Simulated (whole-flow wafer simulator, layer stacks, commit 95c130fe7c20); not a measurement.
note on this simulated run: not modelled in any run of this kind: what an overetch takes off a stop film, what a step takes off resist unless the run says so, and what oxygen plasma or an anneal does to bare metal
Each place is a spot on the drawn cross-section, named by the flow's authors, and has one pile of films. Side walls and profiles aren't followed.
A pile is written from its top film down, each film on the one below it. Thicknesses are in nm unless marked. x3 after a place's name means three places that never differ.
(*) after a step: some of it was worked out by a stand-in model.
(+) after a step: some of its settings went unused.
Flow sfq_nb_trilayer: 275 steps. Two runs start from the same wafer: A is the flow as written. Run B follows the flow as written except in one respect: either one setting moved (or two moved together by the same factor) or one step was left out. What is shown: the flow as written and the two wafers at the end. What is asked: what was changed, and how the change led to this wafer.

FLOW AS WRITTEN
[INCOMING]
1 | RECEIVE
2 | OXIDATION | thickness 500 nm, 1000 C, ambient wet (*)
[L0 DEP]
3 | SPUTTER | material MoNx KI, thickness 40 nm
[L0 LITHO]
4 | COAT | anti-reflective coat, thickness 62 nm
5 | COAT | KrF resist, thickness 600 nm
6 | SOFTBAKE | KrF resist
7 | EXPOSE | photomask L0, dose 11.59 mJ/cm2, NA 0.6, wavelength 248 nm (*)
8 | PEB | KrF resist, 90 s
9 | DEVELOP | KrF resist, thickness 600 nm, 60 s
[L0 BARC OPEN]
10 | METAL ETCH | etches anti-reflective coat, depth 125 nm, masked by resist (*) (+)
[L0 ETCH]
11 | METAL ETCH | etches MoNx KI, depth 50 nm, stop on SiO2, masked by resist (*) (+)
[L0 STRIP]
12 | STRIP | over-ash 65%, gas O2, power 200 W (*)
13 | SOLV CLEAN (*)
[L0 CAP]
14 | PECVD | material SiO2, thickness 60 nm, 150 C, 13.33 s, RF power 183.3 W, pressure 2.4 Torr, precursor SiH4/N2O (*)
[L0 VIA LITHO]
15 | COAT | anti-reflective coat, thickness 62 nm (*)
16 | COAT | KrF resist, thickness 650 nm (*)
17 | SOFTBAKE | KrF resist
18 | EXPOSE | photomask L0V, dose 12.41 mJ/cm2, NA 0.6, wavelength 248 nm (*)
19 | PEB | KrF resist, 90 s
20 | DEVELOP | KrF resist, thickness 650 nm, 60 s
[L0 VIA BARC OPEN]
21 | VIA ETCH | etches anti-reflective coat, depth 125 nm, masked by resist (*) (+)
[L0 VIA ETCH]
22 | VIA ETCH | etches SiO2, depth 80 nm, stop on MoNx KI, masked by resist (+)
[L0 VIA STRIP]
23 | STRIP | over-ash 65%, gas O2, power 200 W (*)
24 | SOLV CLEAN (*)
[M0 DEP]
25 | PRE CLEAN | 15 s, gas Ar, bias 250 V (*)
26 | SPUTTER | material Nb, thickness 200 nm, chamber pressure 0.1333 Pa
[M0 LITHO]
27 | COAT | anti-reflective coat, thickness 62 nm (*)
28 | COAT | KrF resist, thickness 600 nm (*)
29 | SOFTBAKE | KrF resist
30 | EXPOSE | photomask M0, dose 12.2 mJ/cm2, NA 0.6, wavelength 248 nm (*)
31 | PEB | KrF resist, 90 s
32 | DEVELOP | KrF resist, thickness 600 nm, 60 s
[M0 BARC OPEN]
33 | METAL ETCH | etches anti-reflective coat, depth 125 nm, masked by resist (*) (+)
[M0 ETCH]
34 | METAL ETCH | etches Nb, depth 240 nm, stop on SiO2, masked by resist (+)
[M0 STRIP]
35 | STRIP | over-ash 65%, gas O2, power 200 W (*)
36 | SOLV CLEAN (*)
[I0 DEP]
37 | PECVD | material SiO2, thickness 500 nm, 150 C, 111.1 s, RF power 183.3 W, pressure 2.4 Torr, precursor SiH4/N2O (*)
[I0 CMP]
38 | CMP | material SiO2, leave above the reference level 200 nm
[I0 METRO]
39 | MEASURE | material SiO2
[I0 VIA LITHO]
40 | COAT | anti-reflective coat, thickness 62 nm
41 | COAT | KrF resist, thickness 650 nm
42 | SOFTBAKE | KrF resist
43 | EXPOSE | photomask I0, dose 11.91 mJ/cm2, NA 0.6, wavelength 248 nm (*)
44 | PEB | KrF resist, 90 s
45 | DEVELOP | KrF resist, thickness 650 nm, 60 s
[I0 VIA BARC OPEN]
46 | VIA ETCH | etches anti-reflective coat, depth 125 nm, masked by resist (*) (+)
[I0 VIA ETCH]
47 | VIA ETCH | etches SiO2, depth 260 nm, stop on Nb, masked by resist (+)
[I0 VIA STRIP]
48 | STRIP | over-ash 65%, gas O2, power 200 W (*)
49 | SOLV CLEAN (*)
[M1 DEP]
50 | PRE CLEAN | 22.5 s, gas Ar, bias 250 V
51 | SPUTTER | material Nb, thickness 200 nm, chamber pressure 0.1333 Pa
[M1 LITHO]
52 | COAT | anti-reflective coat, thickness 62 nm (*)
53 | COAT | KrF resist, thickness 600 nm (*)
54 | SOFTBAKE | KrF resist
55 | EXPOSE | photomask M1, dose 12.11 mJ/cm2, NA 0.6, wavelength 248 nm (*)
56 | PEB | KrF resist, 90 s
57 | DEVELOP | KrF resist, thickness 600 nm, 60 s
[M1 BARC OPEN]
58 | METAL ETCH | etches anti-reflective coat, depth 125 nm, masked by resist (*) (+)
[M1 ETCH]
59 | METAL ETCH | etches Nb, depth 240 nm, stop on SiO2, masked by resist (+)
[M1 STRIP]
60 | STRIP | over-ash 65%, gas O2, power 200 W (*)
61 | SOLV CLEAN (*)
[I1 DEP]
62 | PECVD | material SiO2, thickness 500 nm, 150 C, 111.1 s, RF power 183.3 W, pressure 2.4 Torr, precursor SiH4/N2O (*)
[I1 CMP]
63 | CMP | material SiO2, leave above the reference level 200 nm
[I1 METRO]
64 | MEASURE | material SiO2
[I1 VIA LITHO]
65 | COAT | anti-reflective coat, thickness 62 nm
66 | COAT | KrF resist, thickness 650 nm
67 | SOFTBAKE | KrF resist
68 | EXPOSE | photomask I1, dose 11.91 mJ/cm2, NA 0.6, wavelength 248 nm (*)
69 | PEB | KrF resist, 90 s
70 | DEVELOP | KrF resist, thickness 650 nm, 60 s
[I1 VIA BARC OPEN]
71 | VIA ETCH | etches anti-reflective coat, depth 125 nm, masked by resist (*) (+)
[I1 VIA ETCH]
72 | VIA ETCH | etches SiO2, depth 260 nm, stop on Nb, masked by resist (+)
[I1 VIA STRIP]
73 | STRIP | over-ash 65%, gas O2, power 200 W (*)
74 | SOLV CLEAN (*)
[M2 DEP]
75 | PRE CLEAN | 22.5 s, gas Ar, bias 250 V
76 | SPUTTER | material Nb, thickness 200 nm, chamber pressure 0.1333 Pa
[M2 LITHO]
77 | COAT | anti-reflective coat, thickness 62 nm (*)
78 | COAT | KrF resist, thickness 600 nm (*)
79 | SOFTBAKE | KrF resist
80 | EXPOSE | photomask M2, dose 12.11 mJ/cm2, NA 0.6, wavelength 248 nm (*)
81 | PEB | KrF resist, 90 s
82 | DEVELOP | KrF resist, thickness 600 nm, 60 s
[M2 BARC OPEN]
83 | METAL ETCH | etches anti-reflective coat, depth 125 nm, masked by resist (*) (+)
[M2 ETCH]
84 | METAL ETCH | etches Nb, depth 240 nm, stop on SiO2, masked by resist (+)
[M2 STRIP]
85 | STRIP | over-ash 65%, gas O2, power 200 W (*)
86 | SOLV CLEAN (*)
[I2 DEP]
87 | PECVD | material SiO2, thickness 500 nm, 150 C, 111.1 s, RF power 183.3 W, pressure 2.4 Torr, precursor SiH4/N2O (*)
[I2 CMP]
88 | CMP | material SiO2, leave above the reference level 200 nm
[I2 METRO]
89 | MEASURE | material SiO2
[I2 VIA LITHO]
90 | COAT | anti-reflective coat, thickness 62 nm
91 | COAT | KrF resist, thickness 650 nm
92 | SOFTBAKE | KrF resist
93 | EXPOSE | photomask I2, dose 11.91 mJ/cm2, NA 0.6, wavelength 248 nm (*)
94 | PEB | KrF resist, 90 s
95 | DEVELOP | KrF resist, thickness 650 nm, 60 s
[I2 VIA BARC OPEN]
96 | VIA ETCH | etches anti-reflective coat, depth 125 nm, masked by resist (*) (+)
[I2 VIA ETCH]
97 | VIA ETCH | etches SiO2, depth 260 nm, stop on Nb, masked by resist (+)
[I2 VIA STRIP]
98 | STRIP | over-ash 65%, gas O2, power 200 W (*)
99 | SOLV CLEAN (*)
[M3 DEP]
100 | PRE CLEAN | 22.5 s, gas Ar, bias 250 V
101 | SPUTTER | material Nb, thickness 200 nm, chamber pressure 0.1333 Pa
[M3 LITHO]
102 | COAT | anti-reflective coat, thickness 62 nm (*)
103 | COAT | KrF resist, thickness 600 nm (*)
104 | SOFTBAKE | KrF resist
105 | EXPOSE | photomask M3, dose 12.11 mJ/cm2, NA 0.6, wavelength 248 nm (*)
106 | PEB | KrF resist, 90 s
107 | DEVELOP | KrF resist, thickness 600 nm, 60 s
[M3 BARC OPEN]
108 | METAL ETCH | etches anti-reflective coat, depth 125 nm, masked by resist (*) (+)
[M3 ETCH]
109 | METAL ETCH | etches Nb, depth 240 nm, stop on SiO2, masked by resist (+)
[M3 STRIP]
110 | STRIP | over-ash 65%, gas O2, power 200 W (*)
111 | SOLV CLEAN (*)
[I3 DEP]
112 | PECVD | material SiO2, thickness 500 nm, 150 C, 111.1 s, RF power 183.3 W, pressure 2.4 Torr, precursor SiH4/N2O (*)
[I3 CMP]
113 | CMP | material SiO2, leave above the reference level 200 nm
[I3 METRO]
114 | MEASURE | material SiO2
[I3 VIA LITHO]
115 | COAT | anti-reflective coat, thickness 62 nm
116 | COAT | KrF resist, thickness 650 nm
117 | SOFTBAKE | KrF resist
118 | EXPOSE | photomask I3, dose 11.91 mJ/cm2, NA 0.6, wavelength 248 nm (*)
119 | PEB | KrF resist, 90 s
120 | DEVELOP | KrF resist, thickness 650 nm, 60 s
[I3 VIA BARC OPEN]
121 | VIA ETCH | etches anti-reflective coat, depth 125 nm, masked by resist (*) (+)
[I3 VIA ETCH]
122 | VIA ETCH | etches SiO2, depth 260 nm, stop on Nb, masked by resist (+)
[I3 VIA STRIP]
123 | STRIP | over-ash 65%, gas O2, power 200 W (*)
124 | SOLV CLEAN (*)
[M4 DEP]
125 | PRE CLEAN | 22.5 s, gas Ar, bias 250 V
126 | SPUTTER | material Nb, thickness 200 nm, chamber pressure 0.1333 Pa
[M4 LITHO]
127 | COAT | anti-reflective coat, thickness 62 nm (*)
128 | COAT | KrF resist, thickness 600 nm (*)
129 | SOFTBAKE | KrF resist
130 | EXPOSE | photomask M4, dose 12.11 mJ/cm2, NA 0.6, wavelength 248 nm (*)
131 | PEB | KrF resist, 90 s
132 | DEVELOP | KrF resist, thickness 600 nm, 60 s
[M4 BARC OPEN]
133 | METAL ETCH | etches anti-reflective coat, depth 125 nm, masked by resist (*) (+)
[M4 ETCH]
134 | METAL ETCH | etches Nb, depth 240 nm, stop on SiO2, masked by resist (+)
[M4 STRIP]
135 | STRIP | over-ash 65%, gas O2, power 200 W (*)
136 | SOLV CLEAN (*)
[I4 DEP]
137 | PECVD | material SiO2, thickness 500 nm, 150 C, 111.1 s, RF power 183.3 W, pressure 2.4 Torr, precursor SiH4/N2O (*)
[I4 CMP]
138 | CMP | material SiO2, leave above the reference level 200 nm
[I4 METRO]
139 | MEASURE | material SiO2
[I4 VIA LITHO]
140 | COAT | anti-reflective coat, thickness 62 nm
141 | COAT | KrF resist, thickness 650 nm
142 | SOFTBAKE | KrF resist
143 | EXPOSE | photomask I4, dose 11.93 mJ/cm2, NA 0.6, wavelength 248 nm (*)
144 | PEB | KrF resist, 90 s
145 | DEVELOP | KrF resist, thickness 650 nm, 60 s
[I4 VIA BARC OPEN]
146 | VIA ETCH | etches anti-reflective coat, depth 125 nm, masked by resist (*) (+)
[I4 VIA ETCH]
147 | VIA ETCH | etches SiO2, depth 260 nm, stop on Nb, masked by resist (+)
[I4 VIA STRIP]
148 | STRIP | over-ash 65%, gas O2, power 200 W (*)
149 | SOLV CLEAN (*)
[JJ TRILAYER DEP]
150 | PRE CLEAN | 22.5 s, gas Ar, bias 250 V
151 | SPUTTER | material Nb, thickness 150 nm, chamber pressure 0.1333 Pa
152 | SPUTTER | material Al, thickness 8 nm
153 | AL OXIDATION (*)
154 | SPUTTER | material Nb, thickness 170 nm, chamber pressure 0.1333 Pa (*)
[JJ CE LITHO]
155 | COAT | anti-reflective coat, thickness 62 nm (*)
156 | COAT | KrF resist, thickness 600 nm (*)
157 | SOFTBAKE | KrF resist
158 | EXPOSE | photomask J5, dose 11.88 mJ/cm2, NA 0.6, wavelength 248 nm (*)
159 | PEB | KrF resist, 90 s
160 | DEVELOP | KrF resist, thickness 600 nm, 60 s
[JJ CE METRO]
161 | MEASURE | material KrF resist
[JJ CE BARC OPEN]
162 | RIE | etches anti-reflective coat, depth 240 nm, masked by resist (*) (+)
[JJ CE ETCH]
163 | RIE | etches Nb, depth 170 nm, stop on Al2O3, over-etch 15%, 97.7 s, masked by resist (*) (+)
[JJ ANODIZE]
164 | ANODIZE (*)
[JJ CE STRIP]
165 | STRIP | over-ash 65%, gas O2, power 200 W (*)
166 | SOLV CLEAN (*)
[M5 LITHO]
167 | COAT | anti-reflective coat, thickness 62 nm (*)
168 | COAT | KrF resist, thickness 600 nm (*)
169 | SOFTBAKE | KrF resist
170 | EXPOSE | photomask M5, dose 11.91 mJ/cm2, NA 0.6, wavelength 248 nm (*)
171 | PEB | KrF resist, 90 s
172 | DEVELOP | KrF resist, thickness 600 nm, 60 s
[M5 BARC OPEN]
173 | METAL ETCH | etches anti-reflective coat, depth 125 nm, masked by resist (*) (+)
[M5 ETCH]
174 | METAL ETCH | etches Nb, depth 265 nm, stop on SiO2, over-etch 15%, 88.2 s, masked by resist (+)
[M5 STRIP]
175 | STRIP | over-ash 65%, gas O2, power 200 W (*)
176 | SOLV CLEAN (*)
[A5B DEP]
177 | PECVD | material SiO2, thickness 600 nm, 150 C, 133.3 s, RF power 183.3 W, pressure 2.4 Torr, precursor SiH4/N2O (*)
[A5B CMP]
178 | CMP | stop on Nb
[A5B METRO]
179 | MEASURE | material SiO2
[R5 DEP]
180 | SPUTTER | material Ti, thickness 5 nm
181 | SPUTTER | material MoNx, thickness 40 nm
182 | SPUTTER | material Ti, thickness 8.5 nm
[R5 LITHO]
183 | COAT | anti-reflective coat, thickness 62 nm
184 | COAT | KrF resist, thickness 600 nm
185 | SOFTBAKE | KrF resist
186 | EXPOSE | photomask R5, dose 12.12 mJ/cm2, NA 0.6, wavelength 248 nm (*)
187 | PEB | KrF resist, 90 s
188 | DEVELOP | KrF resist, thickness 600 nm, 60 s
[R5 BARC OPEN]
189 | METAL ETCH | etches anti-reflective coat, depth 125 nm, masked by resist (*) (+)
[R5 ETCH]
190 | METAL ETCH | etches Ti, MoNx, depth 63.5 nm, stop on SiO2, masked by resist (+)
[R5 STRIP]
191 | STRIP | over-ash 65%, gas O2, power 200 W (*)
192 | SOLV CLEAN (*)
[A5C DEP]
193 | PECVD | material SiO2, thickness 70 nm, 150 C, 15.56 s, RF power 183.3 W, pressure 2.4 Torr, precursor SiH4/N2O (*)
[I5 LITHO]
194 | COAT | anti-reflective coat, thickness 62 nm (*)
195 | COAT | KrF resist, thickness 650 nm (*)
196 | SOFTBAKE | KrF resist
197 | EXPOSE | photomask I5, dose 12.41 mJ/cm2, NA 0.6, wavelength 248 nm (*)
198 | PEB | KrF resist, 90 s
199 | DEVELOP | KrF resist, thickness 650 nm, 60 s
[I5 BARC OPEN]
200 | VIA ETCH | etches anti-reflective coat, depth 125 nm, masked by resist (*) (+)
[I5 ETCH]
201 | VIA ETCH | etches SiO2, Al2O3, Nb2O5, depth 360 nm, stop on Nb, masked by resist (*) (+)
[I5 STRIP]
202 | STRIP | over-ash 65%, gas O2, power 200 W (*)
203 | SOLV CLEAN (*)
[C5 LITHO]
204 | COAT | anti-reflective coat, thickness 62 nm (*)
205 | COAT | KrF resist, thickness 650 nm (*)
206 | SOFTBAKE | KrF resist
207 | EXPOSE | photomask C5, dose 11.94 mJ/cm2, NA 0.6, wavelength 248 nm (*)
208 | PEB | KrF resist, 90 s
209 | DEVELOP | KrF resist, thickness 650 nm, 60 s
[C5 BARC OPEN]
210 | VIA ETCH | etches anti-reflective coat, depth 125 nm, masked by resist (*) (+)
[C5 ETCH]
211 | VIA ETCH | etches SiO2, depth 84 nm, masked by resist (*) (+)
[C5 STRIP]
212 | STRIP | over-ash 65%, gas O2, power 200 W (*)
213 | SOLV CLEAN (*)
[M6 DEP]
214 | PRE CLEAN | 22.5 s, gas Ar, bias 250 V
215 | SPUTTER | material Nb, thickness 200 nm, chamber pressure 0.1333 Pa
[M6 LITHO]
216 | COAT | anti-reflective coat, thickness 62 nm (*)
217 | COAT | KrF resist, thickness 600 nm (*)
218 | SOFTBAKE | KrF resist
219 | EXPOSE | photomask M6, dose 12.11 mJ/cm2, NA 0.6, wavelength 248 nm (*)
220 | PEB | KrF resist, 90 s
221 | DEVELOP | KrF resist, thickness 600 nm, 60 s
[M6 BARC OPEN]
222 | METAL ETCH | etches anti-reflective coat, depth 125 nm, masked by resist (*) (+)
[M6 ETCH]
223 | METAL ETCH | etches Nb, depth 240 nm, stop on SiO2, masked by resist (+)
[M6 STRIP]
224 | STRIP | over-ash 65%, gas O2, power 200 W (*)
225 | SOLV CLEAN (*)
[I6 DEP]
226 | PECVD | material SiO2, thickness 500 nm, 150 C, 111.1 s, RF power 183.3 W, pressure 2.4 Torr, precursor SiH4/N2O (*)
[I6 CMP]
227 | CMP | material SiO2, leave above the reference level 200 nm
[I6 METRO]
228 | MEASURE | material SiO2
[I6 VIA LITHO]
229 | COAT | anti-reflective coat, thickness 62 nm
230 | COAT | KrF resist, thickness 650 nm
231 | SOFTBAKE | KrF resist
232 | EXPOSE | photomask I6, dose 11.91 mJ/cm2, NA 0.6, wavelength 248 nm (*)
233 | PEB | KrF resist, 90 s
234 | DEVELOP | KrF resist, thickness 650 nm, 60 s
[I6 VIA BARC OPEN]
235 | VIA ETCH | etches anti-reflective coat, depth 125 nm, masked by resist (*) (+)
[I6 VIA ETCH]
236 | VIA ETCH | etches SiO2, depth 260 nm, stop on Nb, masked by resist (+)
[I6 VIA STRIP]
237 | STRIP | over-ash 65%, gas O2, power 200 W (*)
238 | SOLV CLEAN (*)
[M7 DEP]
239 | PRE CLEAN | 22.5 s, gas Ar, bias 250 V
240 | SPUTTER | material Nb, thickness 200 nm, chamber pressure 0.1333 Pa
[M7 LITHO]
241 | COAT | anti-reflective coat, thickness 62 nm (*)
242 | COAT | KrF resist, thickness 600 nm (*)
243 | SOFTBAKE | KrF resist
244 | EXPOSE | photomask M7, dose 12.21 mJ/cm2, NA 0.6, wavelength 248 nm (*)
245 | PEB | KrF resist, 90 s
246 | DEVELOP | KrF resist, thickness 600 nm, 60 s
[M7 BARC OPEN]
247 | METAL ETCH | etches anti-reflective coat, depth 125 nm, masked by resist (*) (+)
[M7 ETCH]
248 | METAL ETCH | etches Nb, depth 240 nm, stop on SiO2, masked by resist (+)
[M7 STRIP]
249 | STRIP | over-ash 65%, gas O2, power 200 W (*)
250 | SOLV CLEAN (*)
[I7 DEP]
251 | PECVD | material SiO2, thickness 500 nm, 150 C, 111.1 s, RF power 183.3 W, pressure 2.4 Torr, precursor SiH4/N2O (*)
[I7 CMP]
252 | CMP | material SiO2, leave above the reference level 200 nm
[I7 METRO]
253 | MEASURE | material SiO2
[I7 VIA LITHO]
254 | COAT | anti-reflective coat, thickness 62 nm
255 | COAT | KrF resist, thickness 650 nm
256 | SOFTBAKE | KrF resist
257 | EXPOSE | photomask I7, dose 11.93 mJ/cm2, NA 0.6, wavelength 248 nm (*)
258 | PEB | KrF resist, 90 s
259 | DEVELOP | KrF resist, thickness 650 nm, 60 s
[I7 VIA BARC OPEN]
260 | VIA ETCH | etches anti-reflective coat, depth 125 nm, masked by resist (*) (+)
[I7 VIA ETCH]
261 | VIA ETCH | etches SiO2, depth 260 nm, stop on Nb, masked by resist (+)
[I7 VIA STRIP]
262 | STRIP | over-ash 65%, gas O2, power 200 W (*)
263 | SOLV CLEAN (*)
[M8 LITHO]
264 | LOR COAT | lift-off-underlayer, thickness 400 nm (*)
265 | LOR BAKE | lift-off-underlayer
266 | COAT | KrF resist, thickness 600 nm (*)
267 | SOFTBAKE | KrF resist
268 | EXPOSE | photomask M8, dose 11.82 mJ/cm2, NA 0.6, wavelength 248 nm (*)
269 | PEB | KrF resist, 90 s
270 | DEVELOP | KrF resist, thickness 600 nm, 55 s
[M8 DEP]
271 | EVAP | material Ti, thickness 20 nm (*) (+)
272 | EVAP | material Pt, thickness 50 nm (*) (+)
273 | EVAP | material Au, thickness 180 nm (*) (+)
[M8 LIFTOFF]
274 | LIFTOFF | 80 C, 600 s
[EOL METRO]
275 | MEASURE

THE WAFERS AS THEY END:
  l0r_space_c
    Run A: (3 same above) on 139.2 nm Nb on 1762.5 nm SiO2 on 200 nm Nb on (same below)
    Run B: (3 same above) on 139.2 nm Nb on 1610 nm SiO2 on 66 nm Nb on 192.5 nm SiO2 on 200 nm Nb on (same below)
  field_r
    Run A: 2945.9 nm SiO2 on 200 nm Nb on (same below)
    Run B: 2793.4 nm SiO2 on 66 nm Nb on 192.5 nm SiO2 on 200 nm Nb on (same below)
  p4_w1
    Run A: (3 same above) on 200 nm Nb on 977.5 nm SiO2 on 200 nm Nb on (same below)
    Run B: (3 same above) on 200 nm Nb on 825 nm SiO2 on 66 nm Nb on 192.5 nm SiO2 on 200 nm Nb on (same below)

The reason: step 51, SPUTTER: thickness 306 nm was run, whereas the flow has thickness 200 nm.

How this came from the change, step by step:
  51 | SPUTTER | material Nb, thickness 200 nm, chamber pressure 0.1333 Pa
      field_l, v_sur, via_wl and 102 more: A Nb gains 200 (new film) | B Nb gains 306 (new film)
      via_w: A Nb gains 174.5 | B Nb gains 268.7
  59 | METAL ETCH | etches Nb, depth 240 nm, stop on SiO2, masked by resist (+)
      field_l, be, be_sur and 79 more: A Nb loses 200 (all of it) | B Nb loses 240
  62 | PECVD | material SiO2, thickness 500 nm, 150 C, 111.1 s, RF power 183.3 W, pressure 2.4 Torr, precursor SiH4/N2O (*)
      field_l, be, be_sur and 72 more: A SiO2 gains 500 | B SiO2 gains 500 (new film)
      lsp_m, ln_m6, lsp_r, l0_sur, l0v: A SiO2 gains 494.9 | B SiO2 gains 493.9 (new film)
      (also at 3 further places)
  63 | CMP | material SiO2, leave above the reference level 200 nm
      field_l, be, be_sur and 72 more: A SiO2 loses 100 | B SiO2 loses 60
      lsp_m, ln_m6, lsp_r, l0_sur, l0v: A SiO2 loses 94.9 | B SiO2 loses 53.9
      (also at 1 further place)
With metal films that touch counted as one body, l0r_space_c has 3 bodies (between them, from the top down: SiO2 1610; SiO2 192.5); the flow as written gives 2 bodies (between them, from the top down: SiO2 1762.5).
With metal films that touch counted as one body, field_r has 2 bodies (between them, from the top down: SiO2 192.5); the flow as written gives 1 body.
With metal films that touch counted as one body, p4_w1 has 4 bodies (between them, from the top down: SiO2 192.5; SiO2 825; SiO2 192.5); the flow as written gives 3 bodies (between them, from the top down: SiO2 192.5; SiO2 977.5).
